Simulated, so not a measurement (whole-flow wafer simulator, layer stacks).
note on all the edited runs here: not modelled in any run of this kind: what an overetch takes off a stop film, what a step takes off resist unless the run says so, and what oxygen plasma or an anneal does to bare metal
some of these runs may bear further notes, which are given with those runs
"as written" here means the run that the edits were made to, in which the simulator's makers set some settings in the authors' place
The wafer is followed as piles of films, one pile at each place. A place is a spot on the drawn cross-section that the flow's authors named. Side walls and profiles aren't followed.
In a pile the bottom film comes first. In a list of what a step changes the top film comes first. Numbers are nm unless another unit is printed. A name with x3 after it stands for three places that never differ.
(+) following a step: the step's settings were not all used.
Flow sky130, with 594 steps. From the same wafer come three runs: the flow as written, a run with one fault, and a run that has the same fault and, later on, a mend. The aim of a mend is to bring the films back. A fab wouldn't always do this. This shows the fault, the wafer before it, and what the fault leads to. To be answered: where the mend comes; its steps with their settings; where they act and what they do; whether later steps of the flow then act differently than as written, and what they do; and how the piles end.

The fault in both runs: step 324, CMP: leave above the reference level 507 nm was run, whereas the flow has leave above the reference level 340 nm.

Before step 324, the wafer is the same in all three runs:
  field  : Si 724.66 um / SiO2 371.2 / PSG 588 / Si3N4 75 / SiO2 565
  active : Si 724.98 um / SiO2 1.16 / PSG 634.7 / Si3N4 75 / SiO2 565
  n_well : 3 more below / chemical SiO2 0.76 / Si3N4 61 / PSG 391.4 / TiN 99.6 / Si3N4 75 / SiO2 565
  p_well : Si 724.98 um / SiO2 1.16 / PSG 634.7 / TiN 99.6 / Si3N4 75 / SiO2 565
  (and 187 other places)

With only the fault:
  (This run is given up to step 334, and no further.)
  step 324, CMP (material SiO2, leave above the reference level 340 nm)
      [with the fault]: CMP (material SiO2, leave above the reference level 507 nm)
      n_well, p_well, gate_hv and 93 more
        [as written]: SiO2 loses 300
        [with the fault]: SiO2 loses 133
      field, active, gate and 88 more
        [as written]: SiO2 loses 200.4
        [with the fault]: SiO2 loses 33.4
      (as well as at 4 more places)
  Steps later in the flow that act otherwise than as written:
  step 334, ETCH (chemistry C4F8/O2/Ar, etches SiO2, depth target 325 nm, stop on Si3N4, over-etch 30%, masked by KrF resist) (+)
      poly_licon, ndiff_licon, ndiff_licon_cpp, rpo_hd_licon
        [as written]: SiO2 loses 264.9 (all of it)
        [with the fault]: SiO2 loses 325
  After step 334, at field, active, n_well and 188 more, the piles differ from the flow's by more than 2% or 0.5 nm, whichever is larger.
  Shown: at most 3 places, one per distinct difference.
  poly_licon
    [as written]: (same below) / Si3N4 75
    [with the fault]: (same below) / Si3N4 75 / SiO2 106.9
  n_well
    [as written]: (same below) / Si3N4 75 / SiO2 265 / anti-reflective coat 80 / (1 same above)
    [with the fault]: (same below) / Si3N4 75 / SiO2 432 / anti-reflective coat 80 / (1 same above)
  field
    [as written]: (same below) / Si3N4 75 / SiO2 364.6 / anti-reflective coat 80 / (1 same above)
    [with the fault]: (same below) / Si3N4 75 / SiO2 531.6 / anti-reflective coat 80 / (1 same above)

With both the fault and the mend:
  After step 324 comes the mend.
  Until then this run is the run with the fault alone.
  step 324a, CMP (material SiO2, leave above the reference level 340 nm) (the flow's step 324, run once more)
      field, active, n_well and 188 more
        SiO2 loses 167
  Every later step of the flow that is run acts as written at every place that is followed.
  At every place that both follow, the piles at the end match the flow's.
